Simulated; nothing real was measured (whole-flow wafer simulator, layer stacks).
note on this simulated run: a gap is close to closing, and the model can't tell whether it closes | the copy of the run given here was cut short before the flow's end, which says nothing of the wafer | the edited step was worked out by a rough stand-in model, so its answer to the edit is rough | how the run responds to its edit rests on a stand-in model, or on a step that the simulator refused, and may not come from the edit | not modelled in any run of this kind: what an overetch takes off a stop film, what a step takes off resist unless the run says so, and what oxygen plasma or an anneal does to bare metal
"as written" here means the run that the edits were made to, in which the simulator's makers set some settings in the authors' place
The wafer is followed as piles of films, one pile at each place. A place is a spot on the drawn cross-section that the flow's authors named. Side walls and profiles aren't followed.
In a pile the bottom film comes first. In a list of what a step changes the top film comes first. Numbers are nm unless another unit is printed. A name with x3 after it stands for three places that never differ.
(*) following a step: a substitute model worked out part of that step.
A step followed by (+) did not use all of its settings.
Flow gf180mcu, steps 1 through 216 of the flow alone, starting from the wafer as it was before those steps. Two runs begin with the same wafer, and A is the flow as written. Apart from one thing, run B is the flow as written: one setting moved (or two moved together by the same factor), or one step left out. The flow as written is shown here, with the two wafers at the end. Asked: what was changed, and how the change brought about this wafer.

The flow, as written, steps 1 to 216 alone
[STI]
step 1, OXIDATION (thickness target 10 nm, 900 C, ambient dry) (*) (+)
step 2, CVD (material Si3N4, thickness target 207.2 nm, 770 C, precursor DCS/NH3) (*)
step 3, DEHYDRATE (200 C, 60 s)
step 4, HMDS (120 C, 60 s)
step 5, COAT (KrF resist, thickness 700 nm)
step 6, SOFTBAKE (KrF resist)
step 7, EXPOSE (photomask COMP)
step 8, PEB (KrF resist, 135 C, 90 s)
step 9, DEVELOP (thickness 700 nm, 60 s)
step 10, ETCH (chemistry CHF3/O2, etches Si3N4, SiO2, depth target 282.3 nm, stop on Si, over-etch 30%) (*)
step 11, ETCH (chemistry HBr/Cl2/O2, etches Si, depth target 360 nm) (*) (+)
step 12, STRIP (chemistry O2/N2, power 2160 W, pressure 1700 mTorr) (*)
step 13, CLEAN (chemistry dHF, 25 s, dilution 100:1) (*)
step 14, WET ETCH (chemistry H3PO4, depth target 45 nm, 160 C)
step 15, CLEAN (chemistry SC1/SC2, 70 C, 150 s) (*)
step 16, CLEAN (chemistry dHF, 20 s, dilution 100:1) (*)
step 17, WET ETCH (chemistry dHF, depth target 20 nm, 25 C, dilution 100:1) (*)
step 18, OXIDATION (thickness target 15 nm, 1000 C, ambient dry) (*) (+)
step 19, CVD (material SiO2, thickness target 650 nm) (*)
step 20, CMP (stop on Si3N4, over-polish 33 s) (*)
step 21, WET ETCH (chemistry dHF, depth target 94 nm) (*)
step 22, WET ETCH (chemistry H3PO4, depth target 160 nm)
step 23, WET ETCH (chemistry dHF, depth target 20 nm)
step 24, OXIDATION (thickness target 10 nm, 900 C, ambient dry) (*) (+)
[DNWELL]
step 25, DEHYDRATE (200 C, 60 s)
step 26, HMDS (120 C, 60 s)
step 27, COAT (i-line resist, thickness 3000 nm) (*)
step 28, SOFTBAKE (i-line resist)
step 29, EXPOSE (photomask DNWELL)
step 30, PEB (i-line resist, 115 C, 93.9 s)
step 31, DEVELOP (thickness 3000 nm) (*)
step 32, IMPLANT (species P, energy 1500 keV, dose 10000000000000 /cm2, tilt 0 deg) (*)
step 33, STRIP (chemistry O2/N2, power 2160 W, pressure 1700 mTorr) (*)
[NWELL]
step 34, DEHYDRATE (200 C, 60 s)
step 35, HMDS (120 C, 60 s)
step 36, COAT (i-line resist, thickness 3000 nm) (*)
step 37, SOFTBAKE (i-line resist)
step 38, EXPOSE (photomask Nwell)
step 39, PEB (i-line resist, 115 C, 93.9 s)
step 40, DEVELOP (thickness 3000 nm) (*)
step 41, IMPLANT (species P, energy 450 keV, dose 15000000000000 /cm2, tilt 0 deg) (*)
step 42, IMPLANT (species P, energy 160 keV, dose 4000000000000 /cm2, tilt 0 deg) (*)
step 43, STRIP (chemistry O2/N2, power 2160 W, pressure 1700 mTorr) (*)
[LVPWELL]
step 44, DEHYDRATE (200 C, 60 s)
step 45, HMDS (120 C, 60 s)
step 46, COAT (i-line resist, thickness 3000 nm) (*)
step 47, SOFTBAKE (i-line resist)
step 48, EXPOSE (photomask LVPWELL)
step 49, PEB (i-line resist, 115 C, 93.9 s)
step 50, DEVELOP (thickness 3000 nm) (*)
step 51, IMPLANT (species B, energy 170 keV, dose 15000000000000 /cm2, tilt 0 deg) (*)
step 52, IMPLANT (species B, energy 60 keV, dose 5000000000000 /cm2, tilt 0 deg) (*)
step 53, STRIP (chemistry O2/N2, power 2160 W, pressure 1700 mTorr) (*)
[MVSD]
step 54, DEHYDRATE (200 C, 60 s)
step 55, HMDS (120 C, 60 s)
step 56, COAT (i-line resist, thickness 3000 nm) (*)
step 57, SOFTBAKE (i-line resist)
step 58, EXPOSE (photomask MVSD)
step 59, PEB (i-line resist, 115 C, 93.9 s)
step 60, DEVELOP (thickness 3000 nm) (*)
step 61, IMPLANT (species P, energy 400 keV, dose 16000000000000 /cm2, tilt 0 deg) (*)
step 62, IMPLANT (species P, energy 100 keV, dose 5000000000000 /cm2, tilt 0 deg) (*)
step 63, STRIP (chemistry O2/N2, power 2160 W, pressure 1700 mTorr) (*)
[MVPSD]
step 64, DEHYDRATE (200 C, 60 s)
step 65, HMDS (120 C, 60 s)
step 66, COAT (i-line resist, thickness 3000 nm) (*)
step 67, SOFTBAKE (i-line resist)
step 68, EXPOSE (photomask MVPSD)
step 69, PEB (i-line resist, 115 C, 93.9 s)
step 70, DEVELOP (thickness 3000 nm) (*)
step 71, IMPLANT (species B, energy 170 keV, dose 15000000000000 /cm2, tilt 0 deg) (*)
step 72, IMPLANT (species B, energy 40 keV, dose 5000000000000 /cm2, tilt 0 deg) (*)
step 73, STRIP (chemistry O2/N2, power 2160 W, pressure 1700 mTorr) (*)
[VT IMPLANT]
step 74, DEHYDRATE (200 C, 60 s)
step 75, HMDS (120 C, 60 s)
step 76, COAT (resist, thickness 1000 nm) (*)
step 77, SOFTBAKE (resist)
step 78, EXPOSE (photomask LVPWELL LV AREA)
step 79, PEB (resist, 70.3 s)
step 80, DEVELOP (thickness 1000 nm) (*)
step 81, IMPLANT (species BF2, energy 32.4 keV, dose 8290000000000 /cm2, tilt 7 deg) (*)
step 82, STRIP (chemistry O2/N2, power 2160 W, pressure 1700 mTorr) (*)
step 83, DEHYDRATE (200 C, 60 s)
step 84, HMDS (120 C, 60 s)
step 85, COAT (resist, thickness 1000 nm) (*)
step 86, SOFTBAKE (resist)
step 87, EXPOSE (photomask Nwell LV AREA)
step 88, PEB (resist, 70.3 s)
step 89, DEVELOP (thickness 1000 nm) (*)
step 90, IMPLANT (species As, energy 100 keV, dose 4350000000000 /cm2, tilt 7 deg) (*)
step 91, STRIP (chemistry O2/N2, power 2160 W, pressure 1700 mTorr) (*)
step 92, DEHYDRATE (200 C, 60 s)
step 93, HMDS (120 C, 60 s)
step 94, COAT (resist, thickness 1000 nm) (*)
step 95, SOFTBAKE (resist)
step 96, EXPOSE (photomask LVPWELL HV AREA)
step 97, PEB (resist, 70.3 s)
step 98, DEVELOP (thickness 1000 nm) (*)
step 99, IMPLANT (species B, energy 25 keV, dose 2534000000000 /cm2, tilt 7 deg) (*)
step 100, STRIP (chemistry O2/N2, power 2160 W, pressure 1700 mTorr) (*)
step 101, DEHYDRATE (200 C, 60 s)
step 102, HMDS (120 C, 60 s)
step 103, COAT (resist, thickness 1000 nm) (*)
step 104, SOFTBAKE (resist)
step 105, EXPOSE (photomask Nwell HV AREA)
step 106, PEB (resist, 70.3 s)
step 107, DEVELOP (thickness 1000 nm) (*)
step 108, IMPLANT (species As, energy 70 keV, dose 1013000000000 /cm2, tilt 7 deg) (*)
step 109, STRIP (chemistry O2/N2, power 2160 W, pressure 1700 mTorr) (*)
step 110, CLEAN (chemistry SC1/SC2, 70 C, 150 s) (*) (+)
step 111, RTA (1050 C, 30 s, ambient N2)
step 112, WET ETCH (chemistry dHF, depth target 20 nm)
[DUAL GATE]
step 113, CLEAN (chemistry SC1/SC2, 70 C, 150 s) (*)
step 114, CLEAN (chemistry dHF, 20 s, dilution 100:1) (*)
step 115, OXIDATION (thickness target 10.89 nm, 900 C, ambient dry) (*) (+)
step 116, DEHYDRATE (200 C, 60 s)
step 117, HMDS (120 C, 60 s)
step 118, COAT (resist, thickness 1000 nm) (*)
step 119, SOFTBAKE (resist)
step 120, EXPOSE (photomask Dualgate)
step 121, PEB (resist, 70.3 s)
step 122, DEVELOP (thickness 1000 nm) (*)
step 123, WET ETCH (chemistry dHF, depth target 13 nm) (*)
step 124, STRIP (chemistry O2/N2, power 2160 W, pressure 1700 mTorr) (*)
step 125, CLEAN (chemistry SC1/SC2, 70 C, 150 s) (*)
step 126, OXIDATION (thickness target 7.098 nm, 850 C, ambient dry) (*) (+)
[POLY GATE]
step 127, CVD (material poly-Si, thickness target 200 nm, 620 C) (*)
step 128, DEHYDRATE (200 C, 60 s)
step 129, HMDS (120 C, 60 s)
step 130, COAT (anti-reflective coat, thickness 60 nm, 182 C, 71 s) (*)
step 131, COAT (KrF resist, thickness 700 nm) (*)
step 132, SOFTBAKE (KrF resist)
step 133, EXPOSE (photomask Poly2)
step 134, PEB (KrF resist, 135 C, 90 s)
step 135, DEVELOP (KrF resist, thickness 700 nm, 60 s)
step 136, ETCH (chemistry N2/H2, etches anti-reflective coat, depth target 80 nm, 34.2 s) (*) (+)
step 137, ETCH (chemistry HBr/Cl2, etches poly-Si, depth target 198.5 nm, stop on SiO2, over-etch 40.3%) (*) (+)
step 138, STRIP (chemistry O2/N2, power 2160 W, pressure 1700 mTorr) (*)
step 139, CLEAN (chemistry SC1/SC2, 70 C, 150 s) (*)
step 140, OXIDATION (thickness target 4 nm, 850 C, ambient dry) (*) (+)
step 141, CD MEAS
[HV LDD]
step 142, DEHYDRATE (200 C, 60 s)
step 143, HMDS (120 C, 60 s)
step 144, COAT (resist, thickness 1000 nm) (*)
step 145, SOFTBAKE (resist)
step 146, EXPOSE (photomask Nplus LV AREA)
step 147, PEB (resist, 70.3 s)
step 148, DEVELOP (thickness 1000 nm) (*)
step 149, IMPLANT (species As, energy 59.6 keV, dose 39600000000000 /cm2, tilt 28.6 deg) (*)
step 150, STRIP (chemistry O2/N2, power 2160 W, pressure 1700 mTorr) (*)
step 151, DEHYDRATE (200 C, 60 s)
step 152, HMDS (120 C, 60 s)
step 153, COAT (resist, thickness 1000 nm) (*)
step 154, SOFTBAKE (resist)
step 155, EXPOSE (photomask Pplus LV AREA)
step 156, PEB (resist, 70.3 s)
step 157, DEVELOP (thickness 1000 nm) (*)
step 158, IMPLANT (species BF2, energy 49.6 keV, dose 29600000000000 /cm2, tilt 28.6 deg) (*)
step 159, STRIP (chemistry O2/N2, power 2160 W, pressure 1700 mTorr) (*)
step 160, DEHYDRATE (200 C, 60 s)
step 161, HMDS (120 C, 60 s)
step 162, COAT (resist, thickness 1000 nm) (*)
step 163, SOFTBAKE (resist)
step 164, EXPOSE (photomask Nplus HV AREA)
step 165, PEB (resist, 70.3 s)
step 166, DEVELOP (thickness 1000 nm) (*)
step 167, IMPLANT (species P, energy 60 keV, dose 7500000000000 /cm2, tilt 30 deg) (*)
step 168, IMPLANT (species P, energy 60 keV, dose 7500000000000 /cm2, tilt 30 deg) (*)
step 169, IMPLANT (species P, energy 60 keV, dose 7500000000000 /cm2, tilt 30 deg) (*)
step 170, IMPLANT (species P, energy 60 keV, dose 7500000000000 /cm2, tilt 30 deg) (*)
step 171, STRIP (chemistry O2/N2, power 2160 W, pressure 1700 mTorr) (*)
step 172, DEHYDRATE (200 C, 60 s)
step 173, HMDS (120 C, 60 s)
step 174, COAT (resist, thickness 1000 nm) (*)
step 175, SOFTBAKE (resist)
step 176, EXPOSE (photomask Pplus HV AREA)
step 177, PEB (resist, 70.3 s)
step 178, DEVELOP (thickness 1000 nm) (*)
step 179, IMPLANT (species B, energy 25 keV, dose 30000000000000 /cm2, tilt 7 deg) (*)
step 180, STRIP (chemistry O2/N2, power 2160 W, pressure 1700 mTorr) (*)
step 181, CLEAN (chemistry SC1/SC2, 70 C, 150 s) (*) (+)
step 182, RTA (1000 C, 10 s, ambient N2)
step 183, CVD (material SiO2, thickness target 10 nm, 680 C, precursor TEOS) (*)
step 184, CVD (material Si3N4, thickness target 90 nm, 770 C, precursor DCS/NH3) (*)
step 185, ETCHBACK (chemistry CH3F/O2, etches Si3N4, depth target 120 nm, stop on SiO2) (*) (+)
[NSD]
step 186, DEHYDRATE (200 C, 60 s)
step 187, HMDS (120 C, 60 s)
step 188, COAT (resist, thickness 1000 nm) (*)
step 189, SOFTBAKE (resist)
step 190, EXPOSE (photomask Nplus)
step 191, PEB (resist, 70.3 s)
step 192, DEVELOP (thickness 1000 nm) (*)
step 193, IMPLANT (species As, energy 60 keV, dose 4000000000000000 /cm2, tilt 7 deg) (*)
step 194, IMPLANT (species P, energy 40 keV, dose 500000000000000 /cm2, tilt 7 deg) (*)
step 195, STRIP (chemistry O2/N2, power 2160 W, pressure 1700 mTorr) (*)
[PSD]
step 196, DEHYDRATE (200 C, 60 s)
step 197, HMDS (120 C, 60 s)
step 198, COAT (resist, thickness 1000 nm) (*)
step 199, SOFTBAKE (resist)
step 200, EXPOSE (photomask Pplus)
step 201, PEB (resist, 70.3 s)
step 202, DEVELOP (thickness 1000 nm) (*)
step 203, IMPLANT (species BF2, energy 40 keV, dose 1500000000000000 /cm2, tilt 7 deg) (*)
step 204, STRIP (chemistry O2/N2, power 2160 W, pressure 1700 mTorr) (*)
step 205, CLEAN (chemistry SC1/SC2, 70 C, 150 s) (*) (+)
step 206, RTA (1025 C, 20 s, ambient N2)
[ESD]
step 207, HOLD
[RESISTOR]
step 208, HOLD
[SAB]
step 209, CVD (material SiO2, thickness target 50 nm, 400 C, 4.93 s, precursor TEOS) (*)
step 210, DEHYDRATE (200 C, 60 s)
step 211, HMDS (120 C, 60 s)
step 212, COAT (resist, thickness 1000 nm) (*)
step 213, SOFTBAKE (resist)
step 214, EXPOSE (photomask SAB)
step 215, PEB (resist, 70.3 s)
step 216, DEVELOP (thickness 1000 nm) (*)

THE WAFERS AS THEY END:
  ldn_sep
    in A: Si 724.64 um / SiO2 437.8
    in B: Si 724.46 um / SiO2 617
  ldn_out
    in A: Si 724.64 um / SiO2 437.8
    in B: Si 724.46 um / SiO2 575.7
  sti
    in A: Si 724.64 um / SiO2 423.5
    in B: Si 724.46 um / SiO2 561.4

Cause: step 11, ETCH: depth target 540 nm was run, whereas the flow has depth target 360 nm.

How this came from the change, step by step:
  step 11, ETCH (chemistry HBr/Cl2/O2, etches Si, depth target 360 nm) (*) (+)
      active, n_well, p_well and 40 more: A KrF resist loses 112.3 | B KrF resist loses 172.3
      field, field_sub, sti and 34 more: A Si loses 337 | B Si loses 517
  step 12, STRIP (chemistry O2/N2, power 2160 W, pressure 1700 mTorr) (*)
      active, n_well, p_well and 40 more: A KrF resist loses 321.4 (all of it) | B KrF resist loses 261.4 (all of it)
  step 19, CVD (material SiO2, thickness target 650 nm) (*)
      m1, ld_fp_n, ld_drift_n and 8 more: A SiO2 gains 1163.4 | B SiO2 gains 1343.4
  step 20, CMP (stop on Si3N4, over-polish 33 s) (*)
      sti, mim_1p0 x3, iso_nw_fld and 9 more: A SiO2 loses 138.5 | B nothing
      nw_enc_fld, nw_enc_fld_lv: A SiO2 loses 142.5 | B nothing
      (also at 10 further places)
  step 28, SOFTBAKE (i-line resist)
      field: A i-line resist gains 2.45 | B nothing
      n_well: A i-line resist gains 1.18 | B i-line resist loses 0.69
      (also at 63 further places)
  step 37, SOFTBAKE (i-line resist)
      field: A i-line resist gains 2.45 | B nothing
      n_well: A i-line resist gains 1.18 | B i-line resist loses 0.69
      (also at 63 further places)
  step 47, SOFTBAKE (i-line resist)
      field: A i-line resist gains 2.45 | B nothing
      n_well: A i-line resist gains 1.18 | B i-line resist loses 0.69
      (also at 63 further places)
  step 57, SOFTBAKE (i-line resist)
      field: A i-line resist gains 2.45 | B nothing
      n_well: A i-line resist gains 1.18 | B i-line resist loses 0.69
      (also at 63 further places)
  step 67, SOFTBAKE (i-line resist)
      field: A i-line resist gains 2.45 | B nothing
      n_well: A i-line resist gains 1.18 | B i-line resist loses 0.69
      (also at 63 further places)
  step 76, COAT (resist, thickness 1000 nm) (*)
      p_well, spacer, sd_n: A resist gains 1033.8 (new film) | B resist gains 999 (new film)
      gate: A resist gains 1020.4 (new film) | B resist gains 999.9 (new film)
      (also at 26 further places)
  step 77, SOFTBAKE (resist)
      field: A resist loses 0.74 | B nothing
      field__w3: A resist loses 0.51 | B nothing
      (also at 46 further places)
  step 79, PEB (resist, 70.3 s)
      p_well, spacer, sd_n: A resist loses 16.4 | B resist loses 15.8
  step 80, DEVELOP (thickness 1000 nm) (*)
      p_well, spacer, sd_n: A resist loses 1017.4 (all of it) | B resist loses 983.1 (all of it)
      active: A resist loses 1004 (all of it) | B resist loses 983.9 (all of it)
      (also at 3 further places)
  step 82, STRIP (chemistry O2/N2, power 2160 W, pressure 1700 mTorr) (*)
      ldn_sep, ldp_sep: A resist loses 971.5 (all of it) | B resist loses 947.7 (all of it)
      ldn_fp, ldn_dft: A resist loses 969.3 (all of it) | B resist loses 948.1 (all of it)
      (also at 21 further places)
  step 85, COAT (resist, thickness 1000 nm) (*)
      p_well, spacer, sd_n: A resist gains 1033.8 (new film) | B resist gains 999 (new film)
      gate: A resist gains 1020.4 (new film) | B resist gains 999.9 (new film)
      (also at 26 further places)
  step 86, SOFTBAKE (resist)
      field: A resist loses 0.74 | B nothing
      field__w3: A resist loses 0.51 | B nothing
      (also at 46 further places)
  ... 56 further steps ...
  step 216, DEVELOP (thickness 1000 nm) (*)
      p_well, sd_n: A resist loses 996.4 (all of it) | B resist loses 960.6 (all of it)
      field__w6: A resist loses 1026.2 (all of it) | B resist loses 1071 (all of it)
      (also at 34 further places)
